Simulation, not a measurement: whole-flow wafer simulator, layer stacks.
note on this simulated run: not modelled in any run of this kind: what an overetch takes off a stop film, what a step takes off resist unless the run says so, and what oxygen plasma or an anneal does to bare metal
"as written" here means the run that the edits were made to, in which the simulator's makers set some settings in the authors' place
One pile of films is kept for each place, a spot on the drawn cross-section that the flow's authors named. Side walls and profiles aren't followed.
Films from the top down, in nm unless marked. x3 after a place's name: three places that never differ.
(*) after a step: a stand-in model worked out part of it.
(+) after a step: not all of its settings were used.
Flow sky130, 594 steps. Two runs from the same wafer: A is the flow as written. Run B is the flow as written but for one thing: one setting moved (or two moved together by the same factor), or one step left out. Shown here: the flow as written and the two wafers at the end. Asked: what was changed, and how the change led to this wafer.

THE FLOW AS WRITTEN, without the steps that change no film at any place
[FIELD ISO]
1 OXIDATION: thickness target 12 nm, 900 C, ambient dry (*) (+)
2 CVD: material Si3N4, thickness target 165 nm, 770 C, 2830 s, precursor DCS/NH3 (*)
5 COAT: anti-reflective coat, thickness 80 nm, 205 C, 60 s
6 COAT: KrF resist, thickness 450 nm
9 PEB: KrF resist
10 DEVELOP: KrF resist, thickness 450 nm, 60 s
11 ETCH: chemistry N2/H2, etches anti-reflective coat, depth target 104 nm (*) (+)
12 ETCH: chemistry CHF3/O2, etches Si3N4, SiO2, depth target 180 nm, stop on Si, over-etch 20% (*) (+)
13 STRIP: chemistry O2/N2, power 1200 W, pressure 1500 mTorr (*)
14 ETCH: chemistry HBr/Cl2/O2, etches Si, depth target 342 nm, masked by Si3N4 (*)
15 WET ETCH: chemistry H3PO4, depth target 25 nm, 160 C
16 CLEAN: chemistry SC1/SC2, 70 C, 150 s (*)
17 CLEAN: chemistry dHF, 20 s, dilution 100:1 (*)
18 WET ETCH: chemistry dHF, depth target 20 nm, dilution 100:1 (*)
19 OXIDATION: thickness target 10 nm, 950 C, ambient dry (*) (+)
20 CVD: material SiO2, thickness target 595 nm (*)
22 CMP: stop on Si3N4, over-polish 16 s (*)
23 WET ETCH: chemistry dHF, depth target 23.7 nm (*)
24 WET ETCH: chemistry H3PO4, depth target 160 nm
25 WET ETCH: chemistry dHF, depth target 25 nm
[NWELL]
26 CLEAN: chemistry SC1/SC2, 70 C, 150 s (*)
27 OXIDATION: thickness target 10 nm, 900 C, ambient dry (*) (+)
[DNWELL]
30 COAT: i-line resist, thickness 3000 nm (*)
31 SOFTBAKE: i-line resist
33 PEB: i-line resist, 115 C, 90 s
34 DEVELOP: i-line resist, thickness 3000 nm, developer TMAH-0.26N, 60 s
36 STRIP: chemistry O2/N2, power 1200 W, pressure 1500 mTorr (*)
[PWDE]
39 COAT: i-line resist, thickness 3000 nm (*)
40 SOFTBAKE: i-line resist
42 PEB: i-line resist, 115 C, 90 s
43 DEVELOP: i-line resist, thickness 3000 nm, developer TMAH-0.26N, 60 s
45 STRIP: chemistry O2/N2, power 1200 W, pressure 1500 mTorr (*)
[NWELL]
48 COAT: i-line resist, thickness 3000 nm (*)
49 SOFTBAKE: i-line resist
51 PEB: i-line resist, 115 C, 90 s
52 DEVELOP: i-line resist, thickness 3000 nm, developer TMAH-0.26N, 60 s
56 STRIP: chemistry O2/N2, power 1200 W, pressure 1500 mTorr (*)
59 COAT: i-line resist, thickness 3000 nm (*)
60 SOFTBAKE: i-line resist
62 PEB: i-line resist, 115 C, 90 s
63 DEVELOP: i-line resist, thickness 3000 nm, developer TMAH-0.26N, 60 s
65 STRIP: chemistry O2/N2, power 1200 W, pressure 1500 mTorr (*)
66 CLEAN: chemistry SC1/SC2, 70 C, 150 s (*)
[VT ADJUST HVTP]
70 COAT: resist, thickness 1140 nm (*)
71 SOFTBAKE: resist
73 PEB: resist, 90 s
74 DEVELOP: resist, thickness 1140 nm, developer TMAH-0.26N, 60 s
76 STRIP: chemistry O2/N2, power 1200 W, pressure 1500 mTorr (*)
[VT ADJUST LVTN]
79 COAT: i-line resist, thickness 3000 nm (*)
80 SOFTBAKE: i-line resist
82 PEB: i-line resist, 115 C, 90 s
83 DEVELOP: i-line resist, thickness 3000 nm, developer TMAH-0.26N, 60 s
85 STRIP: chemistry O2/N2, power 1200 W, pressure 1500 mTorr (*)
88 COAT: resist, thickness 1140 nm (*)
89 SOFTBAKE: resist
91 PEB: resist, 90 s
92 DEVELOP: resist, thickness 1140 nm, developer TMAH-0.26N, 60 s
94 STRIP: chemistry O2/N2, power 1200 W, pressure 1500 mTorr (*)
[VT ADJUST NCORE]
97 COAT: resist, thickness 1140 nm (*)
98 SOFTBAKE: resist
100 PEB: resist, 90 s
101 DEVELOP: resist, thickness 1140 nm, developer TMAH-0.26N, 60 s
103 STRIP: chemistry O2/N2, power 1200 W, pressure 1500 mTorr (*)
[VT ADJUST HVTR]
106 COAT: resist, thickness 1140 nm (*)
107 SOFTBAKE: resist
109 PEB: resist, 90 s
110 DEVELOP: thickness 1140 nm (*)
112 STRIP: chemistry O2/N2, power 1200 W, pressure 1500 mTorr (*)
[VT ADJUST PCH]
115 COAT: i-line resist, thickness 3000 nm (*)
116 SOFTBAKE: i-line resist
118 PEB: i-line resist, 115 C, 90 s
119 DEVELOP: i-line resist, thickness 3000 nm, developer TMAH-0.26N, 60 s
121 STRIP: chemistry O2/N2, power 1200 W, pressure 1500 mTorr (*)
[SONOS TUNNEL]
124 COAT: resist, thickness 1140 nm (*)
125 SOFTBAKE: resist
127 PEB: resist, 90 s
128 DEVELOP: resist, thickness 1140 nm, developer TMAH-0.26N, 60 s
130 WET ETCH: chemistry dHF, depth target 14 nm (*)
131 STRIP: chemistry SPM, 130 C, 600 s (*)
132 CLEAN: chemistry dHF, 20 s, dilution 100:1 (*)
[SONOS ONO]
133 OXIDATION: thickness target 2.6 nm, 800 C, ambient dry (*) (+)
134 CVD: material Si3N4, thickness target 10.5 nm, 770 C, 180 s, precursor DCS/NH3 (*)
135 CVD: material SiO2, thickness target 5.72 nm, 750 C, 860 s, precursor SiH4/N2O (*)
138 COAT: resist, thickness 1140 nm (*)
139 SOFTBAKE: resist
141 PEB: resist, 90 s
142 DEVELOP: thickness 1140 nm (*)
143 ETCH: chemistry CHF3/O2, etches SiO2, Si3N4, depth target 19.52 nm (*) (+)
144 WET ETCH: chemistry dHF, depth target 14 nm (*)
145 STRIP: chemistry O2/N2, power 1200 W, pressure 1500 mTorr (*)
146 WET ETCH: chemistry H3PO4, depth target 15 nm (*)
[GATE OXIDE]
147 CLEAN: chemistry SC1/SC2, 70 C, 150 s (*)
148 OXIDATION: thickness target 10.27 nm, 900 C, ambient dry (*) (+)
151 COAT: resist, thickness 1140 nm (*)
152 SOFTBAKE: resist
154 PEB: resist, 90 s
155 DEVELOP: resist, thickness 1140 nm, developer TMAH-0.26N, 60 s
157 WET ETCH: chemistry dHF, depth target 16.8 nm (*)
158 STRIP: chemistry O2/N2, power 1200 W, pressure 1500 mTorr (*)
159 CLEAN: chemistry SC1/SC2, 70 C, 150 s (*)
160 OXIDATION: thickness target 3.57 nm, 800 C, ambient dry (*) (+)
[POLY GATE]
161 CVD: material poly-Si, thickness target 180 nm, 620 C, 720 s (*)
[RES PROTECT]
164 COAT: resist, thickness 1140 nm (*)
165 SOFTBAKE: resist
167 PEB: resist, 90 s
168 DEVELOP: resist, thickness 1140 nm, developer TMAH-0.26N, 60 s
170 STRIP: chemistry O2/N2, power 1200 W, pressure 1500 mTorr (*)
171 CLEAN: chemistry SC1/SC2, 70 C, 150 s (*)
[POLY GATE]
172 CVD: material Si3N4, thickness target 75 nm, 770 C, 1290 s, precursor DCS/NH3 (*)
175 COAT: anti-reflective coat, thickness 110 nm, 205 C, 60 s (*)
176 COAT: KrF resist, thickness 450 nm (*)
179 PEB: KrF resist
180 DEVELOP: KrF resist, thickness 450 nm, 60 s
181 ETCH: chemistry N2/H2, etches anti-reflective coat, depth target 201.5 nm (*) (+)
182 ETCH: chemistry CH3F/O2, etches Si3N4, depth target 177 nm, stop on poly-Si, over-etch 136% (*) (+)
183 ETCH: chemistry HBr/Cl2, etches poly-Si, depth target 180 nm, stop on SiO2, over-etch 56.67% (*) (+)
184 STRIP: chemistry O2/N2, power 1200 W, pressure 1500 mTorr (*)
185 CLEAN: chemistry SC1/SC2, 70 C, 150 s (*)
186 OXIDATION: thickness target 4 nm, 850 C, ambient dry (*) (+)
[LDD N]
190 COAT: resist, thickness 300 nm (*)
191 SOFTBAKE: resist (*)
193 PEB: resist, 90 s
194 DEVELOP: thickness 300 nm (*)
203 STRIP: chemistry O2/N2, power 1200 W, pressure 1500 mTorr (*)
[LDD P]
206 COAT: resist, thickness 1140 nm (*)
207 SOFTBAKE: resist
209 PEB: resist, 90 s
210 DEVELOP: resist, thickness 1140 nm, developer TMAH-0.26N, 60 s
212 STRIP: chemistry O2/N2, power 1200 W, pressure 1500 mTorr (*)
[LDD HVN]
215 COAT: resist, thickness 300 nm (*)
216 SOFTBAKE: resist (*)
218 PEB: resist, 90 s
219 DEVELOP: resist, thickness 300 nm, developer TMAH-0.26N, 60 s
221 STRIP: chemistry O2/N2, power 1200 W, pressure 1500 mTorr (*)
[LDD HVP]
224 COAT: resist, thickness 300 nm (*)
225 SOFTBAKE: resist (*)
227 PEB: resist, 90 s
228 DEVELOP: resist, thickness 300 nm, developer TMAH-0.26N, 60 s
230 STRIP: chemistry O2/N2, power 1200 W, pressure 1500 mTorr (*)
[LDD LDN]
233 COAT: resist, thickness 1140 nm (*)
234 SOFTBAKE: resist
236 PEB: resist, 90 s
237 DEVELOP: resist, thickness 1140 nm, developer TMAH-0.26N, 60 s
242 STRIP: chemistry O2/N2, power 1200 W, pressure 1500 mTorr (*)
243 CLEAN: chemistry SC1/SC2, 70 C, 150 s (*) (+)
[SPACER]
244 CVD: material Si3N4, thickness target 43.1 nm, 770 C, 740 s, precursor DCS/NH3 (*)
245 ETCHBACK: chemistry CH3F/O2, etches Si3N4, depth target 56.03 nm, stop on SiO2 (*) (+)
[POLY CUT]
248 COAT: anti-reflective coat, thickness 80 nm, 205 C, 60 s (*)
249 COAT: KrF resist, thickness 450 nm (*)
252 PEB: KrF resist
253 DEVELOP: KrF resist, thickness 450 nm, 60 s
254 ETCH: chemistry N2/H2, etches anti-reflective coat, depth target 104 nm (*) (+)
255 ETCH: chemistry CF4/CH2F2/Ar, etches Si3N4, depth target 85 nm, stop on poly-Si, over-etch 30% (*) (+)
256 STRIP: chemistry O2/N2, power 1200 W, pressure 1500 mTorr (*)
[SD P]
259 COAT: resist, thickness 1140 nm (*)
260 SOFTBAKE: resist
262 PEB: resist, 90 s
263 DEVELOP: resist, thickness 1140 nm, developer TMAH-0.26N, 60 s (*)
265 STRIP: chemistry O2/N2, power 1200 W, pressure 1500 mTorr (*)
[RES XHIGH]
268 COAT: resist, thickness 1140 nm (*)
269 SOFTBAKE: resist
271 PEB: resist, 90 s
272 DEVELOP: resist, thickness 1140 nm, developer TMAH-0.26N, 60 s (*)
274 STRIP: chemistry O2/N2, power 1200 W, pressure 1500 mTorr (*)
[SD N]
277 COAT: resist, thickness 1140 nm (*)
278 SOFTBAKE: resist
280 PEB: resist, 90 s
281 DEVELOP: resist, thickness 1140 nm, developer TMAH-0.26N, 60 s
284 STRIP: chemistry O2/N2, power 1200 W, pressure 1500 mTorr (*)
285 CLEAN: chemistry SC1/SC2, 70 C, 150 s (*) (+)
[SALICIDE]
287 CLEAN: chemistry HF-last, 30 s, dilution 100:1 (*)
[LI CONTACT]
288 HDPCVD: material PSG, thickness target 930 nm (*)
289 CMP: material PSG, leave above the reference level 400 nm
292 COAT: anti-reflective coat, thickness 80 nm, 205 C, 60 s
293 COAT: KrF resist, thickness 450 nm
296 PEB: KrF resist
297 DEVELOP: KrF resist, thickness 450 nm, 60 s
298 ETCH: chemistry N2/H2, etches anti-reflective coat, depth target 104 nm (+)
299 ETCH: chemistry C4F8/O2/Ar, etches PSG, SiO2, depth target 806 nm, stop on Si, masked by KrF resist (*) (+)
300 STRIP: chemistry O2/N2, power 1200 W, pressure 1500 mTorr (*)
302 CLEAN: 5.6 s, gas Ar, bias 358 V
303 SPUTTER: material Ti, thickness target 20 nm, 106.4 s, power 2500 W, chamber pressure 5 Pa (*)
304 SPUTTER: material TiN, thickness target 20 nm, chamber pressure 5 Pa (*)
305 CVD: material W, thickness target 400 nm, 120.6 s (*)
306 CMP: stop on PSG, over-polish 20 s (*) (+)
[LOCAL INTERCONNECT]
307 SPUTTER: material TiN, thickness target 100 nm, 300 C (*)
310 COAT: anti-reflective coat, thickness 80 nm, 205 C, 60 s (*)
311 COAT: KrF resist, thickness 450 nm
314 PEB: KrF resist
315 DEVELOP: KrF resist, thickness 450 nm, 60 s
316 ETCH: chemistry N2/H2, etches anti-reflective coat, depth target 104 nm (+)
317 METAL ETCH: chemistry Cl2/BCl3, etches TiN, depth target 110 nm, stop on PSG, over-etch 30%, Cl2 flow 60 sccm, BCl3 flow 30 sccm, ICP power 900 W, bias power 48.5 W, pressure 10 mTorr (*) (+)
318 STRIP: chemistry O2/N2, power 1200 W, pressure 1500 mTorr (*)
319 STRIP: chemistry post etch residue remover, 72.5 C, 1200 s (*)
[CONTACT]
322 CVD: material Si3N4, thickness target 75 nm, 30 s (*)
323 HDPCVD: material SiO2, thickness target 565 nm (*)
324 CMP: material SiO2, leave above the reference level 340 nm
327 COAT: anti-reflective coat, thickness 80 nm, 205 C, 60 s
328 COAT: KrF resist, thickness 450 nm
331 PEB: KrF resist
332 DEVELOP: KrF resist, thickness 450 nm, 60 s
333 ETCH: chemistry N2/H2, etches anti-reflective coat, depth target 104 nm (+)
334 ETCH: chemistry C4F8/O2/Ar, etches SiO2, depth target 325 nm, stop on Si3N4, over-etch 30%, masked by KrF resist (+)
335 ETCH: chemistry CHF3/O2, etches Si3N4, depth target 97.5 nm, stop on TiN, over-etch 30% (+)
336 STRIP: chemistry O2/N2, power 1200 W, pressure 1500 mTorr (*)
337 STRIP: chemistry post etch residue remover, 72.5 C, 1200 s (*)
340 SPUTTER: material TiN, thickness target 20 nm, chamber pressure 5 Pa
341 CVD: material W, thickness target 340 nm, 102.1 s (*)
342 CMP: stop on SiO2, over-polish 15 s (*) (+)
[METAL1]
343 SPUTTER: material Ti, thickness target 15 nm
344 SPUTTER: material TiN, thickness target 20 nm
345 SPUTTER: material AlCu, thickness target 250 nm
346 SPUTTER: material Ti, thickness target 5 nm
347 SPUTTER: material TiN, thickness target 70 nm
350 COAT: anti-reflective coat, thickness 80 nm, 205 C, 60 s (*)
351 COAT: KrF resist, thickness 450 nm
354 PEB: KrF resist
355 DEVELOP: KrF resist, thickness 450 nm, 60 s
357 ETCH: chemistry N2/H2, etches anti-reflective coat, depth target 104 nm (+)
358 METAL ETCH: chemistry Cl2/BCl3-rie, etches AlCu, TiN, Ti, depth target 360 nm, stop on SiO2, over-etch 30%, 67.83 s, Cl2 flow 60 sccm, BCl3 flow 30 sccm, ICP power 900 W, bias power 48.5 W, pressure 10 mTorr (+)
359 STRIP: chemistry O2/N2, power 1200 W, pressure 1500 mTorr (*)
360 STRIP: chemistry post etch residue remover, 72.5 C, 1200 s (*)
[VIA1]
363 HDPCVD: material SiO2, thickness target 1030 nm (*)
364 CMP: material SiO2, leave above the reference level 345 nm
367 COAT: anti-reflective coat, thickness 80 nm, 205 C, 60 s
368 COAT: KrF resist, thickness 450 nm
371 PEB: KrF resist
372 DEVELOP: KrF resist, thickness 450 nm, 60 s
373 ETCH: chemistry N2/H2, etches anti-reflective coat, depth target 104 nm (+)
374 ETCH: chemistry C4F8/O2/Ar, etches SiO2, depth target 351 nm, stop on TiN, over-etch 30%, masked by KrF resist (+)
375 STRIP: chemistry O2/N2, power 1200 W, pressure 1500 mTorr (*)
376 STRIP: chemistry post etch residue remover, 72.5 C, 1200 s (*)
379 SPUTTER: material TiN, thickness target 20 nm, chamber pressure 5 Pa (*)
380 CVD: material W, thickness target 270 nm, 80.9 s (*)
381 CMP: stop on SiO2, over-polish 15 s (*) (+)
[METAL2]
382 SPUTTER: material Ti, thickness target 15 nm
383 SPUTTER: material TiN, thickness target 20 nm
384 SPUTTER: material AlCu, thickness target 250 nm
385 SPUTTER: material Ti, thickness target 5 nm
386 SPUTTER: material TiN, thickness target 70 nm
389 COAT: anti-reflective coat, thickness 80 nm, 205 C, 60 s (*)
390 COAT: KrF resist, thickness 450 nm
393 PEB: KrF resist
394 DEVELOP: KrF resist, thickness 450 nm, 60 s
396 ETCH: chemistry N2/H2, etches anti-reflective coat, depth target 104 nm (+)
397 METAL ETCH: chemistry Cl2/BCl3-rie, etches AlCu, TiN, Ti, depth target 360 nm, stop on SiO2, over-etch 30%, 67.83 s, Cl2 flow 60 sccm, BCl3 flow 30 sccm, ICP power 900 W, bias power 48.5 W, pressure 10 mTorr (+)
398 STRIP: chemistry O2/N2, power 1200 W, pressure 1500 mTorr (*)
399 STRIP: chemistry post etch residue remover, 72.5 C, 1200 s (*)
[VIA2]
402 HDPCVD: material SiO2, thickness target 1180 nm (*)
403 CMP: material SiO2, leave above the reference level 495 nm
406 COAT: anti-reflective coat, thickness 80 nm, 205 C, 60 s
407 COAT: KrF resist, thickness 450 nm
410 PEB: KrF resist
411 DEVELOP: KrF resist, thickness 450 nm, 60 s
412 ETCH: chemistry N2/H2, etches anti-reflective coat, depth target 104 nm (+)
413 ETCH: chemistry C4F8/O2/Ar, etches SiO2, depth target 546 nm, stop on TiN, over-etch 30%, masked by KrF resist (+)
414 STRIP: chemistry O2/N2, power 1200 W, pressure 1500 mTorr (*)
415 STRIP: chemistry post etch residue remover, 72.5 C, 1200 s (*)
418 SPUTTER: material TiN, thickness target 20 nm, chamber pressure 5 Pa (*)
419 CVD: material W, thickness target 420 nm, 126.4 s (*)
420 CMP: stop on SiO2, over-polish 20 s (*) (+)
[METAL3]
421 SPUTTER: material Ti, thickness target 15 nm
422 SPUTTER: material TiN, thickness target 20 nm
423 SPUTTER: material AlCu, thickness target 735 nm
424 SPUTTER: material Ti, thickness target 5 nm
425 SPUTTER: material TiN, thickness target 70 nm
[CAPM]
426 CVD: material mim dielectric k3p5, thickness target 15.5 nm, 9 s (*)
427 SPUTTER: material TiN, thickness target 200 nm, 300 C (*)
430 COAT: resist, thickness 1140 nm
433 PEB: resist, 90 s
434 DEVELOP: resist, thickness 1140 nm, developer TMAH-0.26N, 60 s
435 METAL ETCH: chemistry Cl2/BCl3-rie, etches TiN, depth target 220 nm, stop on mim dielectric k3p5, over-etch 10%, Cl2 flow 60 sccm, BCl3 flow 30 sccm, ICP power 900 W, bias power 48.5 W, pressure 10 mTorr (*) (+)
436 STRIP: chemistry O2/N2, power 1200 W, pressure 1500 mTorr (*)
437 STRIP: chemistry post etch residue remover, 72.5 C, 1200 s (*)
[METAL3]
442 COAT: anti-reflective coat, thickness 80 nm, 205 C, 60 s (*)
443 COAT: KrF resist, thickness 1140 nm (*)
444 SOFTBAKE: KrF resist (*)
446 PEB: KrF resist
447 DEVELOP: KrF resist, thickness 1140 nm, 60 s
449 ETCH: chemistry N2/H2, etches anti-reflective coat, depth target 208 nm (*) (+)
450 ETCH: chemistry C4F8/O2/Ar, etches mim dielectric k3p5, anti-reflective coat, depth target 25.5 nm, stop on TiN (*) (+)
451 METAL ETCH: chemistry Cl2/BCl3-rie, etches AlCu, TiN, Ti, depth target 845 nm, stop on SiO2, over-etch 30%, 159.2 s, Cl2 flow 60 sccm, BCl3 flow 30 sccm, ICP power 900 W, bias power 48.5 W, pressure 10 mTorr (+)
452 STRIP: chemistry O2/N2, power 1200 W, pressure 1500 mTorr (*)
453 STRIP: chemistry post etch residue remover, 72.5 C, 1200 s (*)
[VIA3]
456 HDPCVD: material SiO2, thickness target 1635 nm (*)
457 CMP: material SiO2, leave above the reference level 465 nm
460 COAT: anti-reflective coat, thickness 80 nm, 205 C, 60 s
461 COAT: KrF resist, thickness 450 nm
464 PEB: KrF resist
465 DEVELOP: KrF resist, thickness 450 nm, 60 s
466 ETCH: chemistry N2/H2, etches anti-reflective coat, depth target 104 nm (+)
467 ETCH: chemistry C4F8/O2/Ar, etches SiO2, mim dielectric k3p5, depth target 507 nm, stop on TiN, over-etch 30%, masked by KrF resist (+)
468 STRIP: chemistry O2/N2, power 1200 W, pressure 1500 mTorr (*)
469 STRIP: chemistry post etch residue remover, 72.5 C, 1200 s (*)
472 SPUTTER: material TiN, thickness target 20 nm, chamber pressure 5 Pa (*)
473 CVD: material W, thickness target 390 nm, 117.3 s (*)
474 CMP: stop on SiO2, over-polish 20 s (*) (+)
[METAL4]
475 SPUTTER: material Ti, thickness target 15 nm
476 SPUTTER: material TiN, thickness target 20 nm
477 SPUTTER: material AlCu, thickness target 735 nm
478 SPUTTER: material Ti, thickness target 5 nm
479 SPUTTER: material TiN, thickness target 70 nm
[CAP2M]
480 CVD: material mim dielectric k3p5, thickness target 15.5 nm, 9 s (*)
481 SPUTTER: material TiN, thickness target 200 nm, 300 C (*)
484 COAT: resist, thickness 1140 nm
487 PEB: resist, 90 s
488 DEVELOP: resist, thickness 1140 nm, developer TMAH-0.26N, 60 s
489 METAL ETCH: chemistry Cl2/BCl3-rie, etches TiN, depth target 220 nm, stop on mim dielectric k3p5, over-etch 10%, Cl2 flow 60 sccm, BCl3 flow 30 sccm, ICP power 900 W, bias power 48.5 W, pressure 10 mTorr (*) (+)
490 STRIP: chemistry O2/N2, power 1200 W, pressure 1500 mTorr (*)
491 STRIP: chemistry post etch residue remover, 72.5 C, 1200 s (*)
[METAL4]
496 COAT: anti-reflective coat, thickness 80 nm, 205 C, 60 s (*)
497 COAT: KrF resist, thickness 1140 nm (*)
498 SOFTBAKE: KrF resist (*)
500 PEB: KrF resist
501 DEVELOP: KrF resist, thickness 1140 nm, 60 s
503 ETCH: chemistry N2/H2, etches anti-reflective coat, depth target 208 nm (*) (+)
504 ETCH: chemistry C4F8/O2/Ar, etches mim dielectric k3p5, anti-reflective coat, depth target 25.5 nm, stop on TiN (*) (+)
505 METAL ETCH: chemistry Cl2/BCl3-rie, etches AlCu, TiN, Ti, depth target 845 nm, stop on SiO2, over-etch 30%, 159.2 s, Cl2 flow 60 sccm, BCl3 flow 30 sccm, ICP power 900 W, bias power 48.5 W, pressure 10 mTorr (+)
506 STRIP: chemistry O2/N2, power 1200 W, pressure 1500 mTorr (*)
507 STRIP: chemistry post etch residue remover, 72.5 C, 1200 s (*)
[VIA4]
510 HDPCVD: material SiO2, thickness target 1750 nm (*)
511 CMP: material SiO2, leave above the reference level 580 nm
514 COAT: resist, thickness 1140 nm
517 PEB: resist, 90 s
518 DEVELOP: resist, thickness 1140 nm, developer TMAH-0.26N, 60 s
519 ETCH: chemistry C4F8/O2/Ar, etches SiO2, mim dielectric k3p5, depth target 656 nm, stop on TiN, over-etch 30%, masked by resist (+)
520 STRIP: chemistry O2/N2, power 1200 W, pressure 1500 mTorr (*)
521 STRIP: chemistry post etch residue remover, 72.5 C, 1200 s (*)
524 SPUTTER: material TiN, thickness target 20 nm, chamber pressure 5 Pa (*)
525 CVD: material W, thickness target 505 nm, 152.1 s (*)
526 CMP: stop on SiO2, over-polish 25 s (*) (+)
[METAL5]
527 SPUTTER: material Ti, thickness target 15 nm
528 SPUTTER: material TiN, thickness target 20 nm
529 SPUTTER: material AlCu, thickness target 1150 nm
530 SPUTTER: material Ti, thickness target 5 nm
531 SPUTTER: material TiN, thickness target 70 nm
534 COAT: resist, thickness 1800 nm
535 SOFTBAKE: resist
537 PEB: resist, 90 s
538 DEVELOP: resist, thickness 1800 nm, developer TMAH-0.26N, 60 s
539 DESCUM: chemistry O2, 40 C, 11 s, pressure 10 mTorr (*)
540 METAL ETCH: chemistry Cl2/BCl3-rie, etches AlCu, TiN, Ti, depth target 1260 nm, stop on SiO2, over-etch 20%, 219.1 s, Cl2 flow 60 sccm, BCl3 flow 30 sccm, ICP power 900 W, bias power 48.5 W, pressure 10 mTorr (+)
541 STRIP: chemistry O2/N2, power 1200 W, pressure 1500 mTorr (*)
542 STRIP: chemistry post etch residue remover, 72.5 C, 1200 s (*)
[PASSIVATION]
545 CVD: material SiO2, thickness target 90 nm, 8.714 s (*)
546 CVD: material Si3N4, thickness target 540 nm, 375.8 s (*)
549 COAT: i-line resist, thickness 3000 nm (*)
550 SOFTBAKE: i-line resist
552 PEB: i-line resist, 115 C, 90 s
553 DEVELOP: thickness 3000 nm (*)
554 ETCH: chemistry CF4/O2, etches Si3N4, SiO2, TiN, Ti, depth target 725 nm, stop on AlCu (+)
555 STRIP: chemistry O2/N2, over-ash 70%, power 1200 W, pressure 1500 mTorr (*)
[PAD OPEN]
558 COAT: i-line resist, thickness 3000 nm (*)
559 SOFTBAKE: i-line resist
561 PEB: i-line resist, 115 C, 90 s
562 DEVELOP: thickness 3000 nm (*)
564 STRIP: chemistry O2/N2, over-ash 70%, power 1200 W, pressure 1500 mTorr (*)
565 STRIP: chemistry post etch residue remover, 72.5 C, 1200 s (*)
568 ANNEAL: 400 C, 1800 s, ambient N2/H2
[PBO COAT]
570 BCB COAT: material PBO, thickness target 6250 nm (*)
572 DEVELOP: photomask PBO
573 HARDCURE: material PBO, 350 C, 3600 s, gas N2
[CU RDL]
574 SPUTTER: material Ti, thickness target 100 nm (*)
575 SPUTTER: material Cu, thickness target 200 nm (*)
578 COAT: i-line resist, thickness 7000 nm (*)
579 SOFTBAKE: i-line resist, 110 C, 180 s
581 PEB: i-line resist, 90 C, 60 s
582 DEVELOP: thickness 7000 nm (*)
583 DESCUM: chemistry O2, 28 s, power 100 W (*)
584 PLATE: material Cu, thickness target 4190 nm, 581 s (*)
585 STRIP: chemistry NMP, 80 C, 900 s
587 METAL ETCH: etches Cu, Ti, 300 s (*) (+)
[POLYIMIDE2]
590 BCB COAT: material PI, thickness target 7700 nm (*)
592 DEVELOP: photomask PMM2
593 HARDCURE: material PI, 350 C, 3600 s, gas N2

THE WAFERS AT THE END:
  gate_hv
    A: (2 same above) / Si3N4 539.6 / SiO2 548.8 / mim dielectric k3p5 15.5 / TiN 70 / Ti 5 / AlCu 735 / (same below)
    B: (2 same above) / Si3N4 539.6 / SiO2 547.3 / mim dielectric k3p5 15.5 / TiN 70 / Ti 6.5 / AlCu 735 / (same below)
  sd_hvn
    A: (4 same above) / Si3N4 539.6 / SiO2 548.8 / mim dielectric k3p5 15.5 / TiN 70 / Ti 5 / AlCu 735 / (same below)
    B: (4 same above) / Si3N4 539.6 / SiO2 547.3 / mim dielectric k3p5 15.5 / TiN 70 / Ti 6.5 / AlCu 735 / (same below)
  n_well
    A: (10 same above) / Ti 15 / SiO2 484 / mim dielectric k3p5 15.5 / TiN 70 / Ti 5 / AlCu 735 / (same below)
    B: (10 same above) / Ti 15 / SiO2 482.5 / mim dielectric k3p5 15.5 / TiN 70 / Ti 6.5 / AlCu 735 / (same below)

The cause: step 478, SPUTTER: thickness target 6.5 nm was run, where the flow has thickness target 5 nm.
It can be read off the wafer: gate_hv has Ti 6.5, and step 478 as written asks for 5 nm.

How the change led to this, step by step:
  478 SPUTTER: material Ti, thickness target 5 nm
      field, active, n_well and 189 more: A Ti +5 (new film) | B Ti +6.5 (new film)
  505 METAL ETCH: chemistry Cl2/BCl3-rie, etches AlCu, TiN, Ti, depth target 845 nm, stop on SiO2, over-etch 30%, 159.2 s, Cl2 flow 60 sccm, BCl3 flow 30 sccm, ICP power 900 W, bias power 48.5 W, pressure 10 mTorr (+)
      field, active, gate and 70 more: A TiN -70 (all of it), Ti -5 (all of it), AlCu -735 (all of it), TiN -20 (all of it), Ti -15 (all of it), SiO2 -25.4 | B TiN -70 (all of it), Ti -6.5 (all of it), AlCu -735 (all of it), TiN -20 (all of it), Ti -15 (all of it), SiO2 -25.2
      vpp_iso1, mim_edge_plate, m1_ln and 12 more: A TiN -70 (all of it), Ti -5 (all of it), AlCu -735 (all of it), TiN -20 (all of it), Ti -15 (all of it), SiO2 -25.3 | B TiN -70 (all of it), Ti -6.5 (all of it), AlCu -735 (all of it), TiN -20 (all of it), Ti -15 (all of it), SiO2 -25.2
